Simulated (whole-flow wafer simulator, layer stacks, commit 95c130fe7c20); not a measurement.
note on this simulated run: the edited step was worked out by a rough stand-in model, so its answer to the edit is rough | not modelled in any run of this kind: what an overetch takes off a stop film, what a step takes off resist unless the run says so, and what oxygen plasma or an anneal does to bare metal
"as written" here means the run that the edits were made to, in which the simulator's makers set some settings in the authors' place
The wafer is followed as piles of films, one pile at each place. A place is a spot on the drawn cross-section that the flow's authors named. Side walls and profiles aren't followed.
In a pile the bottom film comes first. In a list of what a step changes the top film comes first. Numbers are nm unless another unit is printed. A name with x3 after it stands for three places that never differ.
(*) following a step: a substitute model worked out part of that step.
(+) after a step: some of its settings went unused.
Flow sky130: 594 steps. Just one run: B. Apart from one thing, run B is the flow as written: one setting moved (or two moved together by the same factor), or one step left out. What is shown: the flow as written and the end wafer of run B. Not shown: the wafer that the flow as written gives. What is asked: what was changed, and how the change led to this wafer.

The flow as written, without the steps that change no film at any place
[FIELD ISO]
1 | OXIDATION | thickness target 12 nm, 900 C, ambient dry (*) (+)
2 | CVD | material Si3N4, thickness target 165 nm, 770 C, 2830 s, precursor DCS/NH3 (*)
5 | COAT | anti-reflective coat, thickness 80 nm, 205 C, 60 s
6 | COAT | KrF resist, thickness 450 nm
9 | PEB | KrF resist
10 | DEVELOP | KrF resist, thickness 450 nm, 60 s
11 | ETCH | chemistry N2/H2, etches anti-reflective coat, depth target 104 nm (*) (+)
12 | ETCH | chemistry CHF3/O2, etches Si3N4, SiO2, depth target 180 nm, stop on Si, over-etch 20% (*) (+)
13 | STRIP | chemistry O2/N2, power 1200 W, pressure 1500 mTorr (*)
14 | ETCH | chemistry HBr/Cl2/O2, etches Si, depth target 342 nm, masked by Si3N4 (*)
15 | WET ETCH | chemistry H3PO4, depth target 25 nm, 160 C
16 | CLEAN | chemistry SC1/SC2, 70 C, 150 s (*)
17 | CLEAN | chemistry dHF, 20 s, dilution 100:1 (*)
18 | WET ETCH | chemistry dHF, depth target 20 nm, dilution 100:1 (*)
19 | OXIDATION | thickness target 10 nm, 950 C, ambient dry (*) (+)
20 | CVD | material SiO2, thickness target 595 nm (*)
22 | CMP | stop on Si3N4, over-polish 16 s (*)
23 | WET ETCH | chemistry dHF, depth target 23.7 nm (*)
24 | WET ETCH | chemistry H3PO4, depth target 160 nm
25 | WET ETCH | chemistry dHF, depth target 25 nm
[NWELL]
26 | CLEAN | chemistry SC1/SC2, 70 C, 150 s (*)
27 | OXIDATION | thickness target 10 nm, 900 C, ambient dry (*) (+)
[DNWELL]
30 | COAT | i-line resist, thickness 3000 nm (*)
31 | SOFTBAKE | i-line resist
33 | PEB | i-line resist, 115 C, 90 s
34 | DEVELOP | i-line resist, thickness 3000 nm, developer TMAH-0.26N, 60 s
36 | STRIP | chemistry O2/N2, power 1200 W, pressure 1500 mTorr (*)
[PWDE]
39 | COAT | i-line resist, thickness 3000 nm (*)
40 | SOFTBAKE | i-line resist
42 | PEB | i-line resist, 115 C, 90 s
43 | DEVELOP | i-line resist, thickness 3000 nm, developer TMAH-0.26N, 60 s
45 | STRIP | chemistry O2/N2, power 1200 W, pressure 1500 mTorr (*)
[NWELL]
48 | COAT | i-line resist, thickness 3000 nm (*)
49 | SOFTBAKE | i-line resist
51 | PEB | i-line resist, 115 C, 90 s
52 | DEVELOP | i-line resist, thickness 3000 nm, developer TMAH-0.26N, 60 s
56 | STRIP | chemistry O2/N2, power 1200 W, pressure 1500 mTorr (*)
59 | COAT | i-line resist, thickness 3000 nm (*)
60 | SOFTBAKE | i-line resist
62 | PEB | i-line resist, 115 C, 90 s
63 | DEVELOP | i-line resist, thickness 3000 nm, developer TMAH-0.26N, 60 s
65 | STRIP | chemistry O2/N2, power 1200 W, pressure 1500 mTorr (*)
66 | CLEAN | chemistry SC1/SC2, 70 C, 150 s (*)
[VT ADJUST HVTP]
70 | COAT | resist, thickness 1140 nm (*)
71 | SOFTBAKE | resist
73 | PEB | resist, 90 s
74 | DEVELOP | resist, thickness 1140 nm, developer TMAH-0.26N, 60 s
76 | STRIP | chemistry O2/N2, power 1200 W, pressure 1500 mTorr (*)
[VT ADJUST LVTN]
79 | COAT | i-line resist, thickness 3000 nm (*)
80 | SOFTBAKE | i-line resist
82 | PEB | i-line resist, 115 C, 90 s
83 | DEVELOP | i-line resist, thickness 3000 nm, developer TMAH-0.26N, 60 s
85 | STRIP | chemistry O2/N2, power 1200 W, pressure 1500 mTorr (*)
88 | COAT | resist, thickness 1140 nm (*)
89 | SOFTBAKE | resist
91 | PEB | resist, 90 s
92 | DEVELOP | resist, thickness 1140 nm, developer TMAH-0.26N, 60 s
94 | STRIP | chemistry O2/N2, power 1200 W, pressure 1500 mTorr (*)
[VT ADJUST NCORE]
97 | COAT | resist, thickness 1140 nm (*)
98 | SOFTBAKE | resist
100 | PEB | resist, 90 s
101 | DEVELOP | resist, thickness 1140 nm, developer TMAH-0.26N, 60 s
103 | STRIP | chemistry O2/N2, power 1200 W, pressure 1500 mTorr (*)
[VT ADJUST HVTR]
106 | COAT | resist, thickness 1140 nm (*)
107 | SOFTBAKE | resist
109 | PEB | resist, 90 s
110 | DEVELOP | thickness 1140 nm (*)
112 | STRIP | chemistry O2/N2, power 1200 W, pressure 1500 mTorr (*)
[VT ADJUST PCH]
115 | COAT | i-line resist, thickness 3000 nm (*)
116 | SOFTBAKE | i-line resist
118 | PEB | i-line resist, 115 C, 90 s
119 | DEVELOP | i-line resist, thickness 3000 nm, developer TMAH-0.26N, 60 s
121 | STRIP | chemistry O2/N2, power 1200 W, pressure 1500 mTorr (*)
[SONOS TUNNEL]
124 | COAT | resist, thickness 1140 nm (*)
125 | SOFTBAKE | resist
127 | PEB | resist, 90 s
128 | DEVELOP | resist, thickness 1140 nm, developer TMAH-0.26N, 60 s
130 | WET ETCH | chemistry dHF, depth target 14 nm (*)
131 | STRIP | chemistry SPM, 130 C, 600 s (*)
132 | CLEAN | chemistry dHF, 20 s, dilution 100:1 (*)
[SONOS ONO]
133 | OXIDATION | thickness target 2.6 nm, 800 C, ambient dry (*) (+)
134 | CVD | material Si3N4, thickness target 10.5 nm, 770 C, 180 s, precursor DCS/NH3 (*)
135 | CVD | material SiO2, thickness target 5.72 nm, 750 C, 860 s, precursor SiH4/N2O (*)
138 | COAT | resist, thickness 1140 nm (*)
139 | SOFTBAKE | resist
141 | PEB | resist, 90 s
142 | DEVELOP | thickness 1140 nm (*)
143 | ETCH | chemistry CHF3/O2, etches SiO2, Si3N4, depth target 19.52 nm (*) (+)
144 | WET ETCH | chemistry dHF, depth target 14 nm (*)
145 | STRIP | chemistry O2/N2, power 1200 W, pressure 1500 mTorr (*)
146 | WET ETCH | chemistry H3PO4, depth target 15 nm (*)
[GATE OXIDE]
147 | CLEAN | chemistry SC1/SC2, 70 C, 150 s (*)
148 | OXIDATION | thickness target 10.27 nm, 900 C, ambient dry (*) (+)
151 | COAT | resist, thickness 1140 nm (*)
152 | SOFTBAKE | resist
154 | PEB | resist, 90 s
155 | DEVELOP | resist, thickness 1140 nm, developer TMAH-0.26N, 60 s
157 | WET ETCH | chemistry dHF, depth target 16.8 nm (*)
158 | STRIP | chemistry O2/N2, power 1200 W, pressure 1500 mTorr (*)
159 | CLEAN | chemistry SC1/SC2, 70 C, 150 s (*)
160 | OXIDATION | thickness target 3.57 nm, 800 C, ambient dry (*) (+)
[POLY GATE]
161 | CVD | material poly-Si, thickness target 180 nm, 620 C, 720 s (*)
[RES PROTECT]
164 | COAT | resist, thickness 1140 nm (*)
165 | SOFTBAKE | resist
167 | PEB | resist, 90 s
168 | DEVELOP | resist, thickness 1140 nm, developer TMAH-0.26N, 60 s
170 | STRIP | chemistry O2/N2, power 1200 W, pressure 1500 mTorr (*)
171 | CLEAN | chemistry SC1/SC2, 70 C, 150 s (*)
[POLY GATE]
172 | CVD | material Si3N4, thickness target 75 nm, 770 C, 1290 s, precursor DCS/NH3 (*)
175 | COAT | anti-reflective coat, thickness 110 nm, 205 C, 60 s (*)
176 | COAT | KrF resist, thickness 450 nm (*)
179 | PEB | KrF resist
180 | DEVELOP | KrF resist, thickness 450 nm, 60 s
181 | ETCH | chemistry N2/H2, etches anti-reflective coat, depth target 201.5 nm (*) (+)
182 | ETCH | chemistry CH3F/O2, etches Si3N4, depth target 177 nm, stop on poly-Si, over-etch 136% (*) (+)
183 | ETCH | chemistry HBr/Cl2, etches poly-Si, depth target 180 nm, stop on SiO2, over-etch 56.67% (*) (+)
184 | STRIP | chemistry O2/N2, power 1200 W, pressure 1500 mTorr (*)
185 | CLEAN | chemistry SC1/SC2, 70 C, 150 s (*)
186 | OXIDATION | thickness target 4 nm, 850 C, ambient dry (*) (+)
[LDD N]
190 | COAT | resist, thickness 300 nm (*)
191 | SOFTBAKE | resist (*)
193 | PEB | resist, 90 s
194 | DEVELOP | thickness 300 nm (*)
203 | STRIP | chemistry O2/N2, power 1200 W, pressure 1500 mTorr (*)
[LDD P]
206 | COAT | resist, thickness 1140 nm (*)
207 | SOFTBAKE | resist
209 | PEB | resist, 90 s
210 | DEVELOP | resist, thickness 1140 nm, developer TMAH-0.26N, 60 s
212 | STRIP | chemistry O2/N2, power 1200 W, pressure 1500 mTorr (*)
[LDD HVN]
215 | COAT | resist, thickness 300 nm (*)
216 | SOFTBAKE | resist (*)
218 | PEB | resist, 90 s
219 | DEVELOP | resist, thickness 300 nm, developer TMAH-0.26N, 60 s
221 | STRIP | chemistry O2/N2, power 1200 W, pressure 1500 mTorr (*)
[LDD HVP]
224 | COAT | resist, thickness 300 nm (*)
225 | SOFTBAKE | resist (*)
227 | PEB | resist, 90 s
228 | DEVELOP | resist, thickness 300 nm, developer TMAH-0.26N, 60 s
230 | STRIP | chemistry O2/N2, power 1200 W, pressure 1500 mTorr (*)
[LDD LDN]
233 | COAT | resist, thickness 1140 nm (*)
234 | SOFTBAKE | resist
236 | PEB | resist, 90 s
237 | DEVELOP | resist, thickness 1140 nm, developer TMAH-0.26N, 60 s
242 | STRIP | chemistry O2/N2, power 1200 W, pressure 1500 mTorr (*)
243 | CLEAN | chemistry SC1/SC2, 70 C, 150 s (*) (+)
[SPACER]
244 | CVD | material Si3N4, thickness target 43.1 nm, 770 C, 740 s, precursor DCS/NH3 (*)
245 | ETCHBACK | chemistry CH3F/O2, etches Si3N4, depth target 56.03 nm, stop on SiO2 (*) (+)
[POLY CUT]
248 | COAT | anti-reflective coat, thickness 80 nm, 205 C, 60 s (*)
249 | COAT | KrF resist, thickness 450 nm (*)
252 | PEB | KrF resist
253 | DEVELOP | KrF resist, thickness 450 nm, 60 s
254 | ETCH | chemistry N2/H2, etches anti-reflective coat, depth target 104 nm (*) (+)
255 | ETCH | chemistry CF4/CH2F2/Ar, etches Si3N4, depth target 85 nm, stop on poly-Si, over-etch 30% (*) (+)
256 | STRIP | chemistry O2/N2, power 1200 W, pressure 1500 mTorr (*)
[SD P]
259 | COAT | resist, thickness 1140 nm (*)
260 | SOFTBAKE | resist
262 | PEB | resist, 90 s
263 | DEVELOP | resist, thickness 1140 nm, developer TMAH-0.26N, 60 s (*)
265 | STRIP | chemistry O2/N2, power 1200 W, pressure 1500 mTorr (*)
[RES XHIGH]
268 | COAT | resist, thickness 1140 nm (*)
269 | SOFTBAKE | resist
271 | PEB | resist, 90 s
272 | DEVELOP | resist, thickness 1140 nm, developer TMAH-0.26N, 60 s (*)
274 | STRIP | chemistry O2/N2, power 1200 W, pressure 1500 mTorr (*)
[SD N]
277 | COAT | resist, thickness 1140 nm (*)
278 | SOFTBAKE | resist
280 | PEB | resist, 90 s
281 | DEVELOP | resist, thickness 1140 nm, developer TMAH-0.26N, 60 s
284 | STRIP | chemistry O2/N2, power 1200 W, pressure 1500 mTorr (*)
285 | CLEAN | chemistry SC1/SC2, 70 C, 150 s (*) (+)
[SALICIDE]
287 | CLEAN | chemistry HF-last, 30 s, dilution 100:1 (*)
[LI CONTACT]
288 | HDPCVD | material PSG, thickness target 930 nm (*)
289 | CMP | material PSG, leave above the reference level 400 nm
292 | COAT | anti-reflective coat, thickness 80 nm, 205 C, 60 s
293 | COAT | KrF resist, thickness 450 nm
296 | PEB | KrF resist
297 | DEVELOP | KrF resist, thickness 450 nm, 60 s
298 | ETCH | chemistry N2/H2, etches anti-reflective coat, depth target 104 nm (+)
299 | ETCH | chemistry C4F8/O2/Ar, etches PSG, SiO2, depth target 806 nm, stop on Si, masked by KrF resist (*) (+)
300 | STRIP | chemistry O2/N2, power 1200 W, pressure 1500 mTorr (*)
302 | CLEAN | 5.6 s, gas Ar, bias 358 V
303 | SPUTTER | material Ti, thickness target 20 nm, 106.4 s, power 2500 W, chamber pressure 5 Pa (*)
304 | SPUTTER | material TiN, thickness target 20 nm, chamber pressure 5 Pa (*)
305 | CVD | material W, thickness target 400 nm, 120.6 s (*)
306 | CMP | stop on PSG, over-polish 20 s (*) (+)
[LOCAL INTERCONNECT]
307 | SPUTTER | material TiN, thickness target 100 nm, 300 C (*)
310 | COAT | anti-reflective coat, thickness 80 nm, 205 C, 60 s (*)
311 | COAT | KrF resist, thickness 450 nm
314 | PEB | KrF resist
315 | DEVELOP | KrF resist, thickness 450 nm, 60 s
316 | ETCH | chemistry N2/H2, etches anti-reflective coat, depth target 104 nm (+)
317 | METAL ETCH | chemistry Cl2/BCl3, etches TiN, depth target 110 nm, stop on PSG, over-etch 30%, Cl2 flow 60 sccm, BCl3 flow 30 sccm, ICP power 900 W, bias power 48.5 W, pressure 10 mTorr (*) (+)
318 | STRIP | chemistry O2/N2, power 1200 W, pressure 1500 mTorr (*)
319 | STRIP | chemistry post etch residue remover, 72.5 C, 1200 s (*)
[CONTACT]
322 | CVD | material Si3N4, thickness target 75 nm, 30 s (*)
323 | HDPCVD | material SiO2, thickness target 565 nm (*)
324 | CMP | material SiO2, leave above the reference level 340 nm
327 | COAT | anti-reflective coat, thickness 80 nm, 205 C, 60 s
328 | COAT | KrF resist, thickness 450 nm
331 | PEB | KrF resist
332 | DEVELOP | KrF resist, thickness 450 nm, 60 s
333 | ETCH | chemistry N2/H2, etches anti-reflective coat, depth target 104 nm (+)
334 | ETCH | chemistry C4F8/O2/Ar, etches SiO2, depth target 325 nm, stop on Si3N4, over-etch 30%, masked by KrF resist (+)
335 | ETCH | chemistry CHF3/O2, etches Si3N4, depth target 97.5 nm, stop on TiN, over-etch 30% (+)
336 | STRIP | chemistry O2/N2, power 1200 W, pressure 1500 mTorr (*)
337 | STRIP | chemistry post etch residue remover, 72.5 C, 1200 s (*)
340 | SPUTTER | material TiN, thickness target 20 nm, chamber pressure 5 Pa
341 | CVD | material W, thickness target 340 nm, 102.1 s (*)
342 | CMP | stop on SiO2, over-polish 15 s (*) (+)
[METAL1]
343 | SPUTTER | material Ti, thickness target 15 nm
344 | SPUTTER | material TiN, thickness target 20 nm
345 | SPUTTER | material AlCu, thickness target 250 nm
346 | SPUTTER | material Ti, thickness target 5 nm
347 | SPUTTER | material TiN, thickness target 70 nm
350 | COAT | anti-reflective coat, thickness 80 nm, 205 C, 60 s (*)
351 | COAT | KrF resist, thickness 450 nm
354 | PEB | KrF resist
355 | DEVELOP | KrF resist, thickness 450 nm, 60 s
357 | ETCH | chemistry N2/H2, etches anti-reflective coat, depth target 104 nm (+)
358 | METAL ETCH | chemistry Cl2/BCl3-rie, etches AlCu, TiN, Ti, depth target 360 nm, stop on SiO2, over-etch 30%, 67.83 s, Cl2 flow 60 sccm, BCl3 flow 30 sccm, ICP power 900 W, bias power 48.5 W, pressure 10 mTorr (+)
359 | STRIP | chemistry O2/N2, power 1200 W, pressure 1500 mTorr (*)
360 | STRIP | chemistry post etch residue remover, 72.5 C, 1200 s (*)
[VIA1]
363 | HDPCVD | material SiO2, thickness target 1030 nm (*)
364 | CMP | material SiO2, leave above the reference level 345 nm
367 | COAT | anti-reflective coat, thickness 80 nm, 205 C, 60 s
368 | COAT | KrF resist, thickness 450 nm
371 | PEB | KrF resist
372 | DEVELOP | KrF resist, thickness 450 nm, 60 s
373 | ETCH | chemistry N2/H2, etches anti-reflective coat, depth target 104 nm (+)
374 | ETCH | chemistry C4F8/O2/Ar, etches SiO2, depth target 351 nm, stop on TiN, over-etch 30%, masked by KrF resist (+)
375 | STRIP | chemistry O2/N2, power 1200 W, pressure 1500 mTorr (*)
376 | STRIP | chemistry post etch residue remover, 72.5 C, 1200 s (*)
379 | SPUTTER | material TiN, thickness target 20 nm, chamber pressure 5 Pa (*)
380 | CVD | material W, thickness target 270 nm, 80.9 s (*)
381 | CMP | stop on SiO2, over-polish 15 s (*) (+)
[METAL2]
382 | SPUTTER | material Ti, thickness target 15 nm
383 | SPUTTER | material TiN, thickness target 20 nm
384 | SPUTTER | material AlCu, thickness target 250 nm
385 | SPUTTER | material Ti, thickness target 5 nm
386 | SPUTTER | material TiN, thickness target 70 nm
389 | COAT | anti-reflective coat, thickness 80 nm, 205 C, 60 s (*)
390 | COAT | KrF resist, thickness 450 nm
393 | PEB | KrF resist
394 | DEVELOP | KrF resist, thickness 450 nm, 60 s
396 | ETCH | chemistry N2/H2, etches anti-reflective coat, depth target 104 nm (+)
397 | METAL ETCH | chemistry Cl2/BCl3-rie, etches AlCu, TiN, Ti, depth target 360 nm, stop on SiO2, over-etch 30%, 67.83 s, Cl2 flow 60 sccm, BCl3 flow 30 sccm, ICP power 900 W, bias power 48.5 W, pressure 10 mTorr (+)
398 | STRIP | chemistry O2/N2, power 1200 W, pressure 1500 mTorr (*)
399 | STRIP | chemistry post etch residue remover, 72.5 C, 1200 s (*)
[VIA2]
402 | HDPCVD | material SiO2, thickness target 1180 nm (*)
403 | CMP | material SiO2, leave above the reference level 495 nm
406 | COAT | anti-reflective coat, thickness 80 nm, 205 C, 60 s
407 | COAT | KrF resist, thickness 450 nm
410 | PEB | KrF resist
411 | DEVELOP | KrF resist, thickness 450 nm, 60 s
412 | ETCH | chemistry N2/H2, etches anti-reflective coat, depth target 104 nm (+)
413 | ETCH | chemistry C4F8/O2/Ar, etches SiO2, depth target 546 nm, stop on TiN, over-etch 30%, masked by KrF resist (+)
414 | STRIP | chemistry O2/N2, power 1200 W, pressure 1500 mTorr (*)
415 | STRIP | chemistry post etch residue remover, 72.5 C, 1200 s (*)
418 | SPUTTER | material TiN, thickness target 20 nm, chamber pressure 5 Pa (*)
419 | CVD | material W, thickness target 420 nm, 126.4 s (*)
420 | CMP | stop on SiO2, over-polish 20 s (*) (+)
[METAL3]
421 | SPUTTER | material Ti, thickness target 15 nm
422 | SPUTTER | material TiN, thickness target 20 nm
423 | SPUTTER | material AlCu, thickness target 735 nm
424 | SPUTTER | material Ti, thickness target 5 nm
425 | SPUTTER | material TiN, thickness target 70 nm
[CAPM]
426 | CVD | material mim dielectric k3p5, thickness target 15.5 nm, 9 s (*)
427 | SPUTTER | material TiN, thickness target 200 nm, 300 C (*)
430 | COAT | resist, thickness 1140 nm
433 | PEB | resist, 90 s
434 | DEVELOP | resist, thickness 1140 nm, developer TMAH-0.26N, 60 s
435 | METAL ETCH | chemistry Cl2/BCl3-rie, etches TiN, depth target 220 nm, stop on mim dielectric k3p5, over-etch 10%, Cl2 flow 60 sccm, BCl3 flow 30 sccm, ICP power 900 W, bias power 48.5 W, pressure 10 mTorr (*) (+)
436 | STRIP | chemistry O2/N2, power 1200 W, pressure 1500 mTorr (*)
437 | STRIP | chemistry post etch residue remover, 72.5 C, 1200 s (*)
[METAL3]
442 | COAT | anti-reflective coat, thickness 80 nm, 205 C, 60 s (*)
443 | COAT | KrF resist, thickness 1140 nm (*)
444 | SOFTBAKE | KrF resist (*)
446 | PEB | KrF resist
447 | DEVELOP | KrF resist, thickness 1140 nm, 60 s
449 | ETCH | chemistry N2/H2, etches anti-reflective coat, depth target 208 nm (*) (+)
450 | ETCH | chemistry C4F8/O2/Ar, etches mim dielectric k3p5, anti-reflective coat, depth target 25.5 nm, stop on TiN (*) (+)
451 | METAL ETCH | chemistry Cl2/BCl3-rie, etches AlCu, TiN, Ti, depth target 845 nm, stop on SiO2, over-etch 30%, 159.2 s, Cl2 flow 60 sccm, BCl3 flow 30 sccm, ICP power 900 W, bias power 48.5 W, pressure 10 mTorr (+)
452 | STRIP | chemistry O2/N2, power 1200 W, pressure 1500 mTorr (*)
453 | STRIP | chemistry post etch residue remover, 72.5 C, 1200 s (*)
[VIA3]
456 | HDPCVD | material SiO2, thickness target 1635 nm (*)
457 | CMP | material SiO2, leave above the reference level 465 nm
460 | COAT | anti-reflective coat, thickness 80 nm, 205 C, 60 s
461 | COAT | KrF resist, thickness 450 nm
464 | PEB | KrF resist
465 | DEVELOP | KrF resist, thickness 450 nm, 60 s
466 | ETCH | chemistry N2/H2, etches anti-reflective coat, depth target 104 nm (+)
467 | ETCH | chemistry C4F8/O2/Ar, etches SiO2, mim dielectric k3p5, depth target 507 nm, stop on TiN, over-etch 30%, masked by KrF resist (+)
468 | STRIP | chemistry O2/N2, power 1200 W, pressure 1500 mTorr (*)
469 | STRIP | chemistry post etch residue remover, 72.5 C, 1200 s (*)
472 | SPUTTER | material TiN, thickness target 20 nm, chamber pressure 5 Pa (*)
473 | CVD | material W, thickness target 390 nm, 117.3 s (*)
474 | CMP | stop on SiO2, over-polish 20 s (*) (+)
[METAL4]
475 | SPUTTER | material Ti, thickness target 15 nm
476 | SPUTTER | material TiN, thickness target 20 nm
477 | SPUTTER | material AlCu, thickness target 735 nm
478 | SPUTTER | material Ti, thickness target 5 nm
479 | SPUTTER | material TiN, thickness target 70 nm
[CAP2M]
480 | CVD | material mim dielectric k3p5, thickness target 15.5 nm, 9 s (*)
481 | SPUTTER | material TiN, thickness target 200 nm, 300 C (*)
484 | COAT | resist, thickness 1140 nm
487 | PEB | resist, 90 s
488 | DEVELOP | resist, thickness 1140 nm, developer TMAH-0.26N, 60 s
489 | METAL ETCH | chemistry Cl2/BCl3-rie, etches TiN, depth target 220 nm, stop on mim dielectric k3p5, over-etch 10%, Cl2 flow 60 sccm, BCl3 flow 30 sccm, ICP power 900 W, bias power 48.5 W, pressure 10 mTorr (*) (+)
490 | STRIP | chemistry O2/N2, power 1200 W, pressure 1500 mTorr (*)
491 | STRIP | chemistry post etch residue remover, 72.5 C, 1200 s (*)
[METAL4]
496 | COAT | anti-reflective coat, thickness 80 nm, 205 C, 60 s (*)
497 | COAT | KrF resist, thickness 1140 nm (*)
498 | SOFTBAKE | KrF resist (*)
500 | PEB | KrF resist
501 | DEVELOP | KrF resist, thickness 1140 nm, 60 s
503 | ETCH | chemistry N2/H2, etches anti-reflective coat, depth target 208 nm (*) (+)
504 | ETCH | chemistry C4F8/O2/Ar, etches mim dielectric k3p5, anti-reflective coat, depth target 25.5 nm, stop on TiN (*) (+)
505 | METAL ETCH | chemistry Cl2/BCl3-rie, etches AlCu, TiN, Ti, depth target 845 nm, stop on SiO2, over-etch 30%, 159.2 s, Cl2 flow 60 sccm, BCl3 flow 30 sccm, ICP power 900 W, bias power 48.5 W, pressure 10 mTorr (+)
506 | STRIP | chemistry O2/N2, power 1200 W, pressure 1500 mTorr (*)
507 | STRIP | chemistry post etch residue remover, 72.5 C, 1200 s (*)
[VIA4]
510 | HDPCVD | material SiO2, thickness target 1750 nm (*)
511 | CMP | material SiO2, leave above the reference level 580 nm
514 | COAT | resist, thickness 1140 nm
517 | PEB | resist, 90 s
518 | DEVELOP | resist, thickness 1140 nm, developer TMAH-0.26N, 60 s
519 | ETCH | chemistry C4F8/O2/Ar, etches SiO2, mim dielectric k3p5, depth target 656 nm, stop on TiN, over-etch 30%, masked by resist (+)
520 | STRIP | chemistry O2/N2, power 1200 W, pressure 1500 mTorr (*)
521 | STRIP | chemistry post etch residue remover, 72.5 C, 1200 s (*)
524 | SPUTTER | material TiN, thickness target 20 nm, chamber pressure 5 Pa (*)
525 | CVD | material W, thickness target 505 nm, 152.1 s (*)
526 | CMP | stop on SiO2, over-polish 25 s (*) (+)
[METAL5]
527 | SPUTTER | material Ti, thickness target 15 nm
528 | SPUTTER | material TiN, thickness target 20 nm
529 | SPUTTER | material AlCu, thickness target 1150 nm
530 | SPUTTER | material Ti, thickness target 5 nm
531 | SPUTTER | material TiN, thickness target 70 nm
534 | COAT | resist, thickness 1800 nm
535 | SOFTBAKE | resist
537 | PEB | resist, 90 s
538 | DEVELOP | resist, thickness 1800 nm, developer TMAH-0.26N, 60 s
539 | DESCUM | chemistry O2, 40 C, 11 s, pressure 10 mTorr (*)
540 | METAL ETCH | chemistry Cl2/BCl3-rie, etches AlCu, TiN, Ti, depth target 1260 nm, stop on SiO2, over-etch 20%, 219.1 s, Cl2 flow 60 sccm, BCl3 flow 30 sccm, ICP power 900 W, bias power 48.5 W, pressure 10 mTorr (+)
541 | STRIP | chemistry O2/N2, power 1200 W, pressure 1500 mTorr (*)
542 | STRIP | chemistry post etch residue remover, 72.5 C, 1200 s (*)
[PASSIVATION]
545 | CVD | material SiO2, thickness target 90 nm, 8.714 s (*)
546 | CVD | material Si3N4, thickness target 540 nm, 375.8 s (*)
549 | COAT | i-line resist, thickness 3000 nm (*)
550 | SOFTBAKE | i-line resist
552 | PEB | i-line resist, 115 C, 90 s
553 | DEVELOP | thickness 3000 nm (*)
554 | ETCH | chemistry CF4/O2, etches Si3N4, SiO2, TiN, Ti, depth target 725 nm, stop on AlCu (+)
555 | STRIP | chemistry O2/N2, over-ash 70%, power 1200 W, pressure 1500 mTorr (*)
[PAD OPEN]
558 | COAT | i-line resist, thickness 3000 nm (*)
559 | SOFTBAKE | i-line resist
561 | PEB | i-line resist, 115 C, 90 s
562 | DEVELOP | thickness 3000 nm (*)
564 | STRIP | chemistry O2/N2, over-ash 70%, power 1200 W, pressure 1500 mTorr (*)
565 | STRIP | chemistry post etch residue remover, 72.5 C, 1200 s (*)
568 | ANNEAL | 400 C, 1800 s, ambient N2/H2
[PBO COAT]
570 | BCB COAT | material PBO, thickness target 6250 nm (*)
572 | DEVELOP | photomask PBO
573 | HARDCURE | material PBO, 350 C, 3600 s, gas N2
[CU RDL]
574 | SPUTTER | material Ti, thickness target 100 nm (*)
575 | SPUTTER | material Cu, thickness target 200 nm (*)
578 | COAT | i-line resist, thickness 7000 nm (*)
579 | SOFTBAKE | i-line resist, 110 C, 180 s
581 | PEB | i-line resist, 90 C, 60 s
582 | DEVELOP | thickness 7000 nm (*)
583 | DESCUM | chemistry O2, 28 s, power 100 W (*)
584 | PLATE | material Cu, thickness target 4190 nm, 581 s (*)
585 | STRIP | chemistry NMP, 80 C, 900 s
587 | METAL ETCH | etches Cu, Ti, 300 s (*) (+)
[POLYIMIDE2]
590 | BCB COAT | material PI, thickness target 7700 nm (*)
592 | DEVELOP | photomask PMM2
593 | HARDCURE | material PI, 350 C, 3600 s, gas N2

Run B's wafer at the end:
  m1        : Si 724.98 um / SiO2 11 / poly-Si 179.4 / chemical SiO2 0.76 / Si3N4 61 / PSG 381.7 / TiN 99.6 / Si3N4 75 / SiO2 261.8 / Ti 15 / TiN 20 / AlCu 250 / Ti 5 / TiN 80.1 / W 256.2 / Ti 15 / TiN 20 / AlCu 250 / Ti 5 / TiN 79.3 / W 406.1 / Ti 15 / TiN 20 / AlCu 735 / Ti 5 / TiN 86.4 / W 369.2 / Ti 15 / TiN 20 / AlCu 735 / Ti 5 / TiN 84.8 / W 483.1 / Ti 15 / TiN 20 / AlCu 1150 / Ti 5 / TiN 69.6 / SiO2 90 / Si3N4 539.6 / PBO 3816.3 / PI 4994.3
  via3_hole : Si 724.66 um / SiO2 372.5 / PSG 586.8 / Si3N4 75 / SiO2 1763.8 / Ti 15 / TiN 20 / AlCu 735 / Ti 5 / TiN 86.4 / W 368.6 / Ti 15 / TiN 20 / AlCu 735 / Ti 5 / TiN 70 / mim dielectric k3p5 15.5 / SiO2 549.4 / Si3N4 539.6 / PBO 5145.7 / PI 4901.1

The reason: step 472, SPUTTER: thickness target 32 nm was run, whereas the flow has thickness target 20 nm.

The path from the change to this, step by step:
  472 | SPUTTER | material TiN, thickness target 20 nm, chamber pressure 5 Pa (*)
      field, active, n_well and 187 more: TiN gains 32 (new film) (in the flow as written it would be: TiN gains 20 (new film))
      m1: TiN gains 16.9 (in the flow as written it would be: TiN gains 10.6)
      (also at 1 further place)
  474 | CMP | stop on SiO2, over-polish 20 s (*) (+)
      field, active, n_well and 187 more: W loses 390 (all of it), TiN loses 32 (all of it), SiO2 loses 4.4 (in the flow as written it would be: W loses 390 (all of it), TiN loses 20 (all of it), SiO2 loses 4.4)
      m1, via3_hole: W loses 427 (in the flow as written it would be: W loses 415)
